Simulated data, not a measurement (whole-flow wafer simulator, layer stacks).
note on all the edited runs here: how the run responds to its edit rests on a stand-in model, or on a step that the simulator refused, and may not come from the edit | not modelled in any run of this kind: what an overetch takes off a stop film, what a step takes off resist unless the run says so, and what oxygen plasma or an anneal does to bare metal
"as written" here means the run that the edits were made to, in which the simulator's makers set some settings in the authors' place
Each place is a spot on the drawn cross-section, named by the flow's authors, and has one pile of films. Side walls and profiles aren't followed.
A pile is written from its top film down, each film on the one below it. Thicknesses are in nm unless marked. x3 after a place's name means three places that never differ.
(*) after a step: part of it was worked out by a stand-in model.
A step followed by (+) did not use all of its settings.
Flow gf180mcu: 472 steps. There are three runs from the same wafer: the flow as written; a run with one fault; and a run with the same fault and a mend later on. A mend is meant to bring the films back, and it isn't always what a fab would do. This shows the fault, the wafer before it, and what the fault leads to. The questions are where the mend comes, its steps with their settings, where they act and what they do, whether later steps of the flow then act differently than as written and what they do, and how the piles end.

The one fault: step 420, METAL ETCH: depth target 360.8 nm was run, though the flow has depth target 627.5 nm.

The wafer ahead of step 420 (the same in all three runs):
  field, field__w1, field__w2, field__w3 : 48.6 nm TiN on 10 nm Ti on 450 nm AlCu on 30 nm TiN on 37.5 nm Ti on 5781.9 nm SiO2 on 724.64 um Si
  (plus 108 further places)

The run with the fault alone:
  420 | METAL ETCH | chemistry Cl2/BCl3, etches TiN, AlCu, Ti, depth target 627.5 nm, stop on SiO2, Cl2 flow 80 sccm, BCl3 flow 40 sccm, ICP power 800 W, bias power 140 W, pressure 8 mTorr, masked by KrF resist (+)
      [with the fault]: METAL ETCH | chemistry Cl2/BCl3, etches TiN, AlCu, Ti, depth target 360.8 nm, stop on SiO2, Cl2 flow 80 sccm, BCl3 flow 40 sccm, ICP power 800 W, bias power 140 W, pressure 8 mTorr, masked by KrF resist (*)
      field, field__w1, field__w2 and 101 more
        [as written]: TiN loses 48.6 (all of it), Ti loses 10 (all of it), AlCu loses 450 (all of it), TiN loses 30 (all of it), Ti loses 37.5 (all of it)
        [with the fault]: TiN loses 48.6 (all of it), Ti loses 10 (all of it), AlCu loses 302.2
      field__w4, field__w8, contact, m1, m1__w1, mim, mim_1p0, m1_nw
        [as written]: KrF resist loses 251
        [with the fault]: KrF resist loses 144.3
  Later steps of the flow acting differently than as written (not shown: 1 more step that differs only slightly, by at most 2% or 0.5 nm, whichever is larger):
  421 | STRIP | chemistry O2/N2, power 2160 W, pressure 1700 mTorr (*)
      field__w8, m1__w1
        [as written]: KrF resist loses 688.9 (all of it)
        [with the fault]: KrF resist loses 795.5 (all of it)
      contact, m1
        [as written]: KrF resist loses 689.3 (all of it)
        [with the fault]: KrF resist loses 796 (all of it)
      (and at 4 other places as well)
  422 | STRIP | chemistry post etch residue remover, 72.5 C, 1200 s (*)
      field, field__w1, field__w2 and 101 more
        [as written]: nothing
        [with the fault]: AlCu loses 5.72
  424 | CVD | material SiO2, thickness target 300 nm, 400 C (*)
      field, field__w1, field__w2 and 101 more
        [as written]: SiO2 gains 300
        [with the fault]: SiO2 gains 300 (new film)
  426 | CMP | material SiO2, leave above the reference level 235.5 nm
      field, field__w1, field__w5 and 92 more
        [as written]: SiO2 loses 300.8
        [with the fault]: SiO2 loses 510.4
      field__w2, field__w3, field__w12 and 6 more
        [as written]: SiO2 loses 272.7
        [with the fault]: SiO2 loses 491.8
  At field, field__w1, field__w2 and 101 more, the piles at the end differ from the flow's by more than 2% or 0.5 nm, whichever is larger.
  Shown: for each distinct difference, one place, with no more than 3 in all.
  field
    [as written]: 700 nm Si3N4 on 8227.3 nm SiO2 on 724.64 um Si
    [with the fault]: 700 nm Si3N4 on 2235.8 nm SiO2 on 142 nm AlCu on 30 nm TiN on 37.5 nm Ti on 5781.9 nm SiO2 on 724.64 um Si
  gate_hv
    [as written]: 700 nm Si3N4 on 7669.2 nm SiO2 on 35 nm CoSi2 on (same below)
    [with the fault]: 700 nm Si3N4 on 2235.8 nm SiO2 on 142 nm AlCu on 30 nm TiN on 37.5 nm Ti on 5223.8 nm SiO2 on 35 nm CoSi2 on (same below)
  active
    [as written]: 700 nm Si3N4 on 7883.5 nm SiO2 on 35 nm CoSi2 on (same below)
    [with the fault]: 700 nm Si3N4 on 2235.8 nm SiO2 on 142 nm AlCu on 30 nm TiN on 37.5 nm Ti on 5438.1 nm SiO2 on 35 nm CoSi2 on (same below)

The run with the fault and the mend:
  After step 420 comes the mend.
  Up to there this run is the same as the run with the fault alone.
  420a | METAL ETCH | chemistry Cl2/BCl3, etches TiN, AlCu, Ti, depth target 266.7 nm, stop on SiO2, Cl2 flow 80 sccm, BCl3 flow 40 sccm, ICP power 800 W, bias power 140 W, pressure 8 mTorr, masked by KrF resist (+) (the flow's step 420, run once more with other settings)
      field, field__w1, field__w2 and 101 more
        AlCu loses 147.8 (all of it), TiN loses 30 (all of it), Ti loses 37.5 (all of it)
      field__w4, field__w8, contact, m1, m1__w1, mim, mim_1p0, m1_nw
        KrF resist loses 106.7
  Every later step of the flow that is run acts as written at every place that is followed.
  The piles end the same as the flow's at every place that both follow.
